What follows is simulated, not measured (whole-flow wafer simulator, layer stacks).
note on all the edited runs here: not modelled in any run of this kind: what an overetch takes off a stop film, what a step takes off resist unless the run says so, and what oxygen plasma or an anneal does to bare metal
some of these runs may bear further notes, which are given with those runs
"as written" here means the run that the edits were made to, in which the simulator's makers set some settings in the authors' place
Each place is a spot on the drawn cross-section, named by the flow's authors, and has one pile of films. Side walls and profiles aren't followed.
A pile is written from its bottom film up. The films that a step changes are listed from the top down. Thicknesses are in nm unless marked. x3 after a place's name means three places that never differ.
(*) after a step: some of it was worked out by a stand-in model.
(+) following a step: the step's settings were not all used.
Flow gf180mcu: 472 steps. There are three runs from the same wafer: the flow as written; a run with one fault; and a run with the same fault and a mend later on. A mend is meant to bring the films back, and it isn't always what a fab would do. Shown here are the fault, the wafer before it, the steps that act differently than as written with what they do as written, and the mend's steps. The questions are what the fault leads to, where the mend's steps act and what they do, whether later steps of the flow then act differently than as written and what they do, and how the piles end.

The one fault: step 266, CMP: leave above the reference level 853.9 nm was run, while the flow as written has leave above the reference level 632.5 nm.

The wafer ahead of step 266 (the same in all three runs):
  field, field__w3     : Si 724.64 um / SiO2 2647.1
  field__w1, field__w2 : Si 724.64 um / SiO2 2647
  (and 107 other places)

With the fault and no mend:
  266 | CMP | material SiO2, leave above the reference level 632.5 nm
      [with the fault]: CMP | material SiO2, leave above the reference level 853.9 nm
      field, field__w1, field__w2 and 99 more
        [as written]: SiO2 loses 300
        [with the fault]: SiO2 loses 78.6
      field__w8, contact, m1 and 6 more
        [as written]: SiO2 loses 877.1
        [with the fault]: SiO2 loses 655.7
  Steps later in the flow that act otherwise than as written:
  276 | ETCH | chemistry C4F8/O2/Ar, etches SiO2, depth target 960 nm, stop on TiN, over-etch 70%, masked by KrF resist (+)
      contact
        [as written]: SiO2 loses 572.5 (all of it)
        [with the fault]: SiO2 loses 793.9 (all of it)
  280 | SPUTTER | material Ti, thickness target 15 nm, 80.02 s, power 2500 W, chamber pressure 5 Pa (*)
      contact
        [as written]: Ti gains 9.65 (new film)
        [with the fault]: Ti gains 8.49 (new film)
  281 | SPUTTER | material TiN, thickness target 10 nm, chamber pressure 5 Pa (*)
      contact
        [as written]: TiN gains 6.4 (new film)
        [with the fault]: TiN gains 5.63 (new film)
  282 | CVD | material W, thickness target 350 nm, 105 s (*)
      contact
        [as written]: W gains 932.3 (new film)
        [with the fault]: W gains 1155.6 (new film)
  By the end, the piles at field, field__w1, field__w2 and 109 more depart from the flow's by more than 2% or 0.5 nm, whichever is larger.
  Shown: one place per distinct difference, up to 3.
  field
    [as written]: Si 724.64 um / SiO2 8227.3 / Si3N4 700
    [with the fault]: Si 724.64 um / SiO2 8448.7 / Si3N4 700
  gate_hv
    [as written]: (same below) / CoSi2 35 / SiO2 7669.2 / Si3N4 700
    [with the fault]: (same below) / CoSi2 35 / SiO2 7890.6 / Si3N4 700
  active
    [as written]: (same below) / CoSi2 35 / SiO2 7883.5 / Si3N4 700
    [with the fault]: (same below) / CoSi2 35 / SiO2 8104.9 / Si3N4 700

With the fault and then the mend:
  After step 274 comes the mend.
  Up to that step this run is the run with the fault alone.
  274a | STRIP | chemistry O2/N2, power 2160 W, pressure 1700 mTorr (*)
      field, field__w1, field__w2 and 107 more
        KrF resist loses 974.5 (all of it), anti-reflective coat loses 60 (all of it)
      contact
        anti-reflective coat loses 60 (all of it)
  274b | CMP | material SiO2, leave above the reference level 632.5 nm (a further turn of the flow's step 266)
      field, field__w1, field__w2 and 108 more
        SiO2 loses 221.4
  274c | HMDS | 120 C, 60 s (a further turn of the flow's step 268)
      alters no film at any place that is followed
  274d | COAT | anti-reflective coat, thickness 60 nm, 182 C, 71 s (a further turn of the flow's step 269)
      field, field__w1, field__w2 and 108 more
        anti-reflective coat gains 60 (new film)
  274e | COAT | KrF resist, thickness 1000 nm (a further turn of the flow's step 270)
      field, field__w1, field__w2 and 108 more
        KrF resist gains 1000 (new film)
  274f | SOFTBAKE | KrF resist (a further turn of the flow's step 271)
      alters no film at any place that is followed
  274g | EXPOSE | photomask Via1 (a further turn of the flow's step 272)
      alters no film at any place that is followed
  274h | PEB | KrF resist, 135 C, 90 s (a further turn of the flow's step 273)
      field, field__w1, field__w2 and 108 more
        KrF resist loses 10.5
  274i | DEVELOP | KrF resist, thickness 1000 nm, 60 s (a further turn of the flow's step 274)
      field, field__w1, field__w2 and 107 more
        KrF resist loses 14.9
      contact
        KrF resist loses 989.5 (all of it)
  Every later step of the flow that is run acts as written at every place that is followed.
  At every place that both follow, the piles at the end match the flow's.
